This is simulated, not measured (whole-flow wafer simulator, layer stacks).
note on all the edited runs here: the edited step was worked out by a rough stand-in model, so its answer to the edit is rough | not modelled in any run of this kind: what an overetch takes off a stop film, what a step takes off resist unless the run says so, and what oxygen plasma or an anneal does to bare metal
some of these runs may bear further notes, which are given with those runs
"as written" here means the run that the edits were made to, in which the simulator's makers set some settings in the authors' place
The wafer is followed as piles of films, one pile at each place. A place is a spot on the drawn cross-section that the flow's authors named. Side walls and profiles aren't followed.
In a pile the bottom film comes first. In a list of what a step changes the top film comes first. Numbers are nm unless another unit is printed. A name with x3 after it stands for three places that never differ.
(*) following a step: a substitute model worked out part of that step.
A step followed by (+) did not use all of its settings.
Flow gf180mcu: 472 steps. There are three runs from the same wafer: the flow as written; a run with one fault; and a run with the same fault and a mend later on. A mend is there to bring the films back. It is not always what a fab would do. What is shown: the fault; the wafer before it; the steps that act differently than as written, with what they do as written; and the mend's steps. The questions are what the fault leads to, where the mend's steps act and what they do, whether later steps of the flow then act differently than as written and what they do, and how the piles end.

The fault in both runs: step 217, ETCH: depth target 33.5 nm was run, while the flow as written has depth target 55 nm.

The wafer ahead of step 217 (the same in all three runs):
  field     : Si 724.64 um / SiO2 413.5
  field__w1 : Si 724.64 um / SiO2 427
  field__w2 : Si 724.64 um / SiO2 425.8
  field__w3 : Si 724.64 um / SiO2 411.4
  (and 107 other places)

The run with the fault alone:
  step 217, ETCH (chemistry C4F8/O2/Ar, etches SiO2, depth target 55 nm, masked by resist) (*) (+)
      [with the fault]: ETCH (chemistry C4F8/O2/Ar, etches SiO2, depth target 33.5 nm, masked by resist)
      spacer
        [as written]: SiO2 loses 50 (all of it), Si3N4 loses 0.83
        [with the fault]: SiO2 loses 33.5
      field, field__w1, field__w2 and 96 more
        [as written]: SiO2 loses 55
        [with the fault]: SiO2 loses 33.5
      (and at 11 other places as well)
  Later steps of the flow acting differently than as written (6 other steps are not shown; they differ only slightly, by no more than 2% or 0.5 nm, whichever is larger):
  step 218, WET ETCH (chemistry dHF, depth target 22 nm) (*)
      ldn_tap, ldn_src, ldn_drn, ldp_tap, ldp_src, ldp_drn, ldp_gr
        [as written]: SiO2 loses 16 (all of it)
        [with the fault]: SiO2 loses 36
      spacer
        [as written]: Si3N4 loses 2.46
        [with the fault]: SiO2 loses 16.5 (all of it), Si3N4 loses 2.71
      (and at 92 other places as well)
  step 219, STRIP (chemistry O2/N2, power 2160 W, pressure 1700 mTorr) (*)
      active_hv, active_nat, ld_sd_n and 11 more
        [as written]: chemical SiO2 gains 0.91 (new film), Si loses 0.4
        [with the fault]: nothing
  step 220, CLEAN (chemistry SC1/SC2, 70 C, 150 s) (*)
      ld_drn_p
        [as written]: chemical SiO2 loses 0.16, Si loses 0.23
        [with the fault]: chemical SiO2 gains 0.51 (new film), SiO2 loses 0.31 (all of it), Si loses 0.28
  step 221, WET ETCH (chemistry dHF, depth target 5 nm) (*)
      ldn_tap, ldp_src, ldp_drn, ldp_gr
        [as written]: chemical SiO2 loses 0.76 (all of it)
        [with the fault]: SiO2 loses 1.1 (all of it)
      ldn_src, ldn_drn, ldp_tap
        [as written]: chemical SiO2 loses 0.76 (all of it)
        [with the fault]: SiO2 loses 1.09 (all of it)
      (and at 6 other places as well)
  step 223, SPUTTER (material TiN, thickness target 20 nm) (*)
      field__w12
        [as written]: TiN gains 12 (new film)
        [with the fault]: TiN gains 12.7 (new film)
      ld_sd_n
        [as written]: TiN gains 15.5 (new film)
        [with the fault]: TiN gains 16.1 (new film)
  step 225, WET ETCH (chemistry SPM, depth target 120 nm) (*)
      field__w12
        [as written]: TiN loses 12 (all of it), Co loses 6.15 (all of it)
        [with the fault]: TiN loses 12.7 (all of it), Co loses 6.45 (all of it)
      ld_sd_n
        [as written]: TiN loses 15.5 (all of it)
        [with the fault]: TiN loses 16.1 (all of it)
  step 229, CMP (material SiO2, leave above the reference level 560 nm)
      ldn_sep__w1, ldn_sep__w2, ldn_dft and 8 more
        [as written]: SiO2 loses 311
        [with the fault]: SiO2 loses 319.8
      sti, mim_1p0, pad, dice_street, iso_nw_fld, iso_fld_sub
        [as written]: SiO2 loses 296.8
        [with the fault]: SiO2 loses 305.6
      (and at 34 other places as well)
  At the end the piles are close to the flow's at the places that both follow, differing by at most 2% or 0.5 nm, whichever is larger.

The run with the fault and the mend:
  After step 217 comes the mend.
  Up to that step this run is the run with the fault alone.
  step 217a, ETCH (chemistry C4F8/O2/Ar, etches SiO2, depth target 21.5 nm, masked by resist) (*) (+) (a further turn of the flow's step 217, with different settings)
      field, field__w1, field__w2 and 96 more
        SiO2 loses 21.5
      field__w5, field__w9, field__w13 and 8 more
        resist loses 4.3
      spacer
        SiO2 loses 16.5 (all of it), Si3N4 loses 0.83
  Later steps of the flow that are run all act as written at every place that is followed, up to a difference of at most 2% or 0.5 nm, whichever is larger.
  At the end the piles are close to the flow's at the places that both follow, differing by at most 2% or 0.5 nm, whichever is larger.
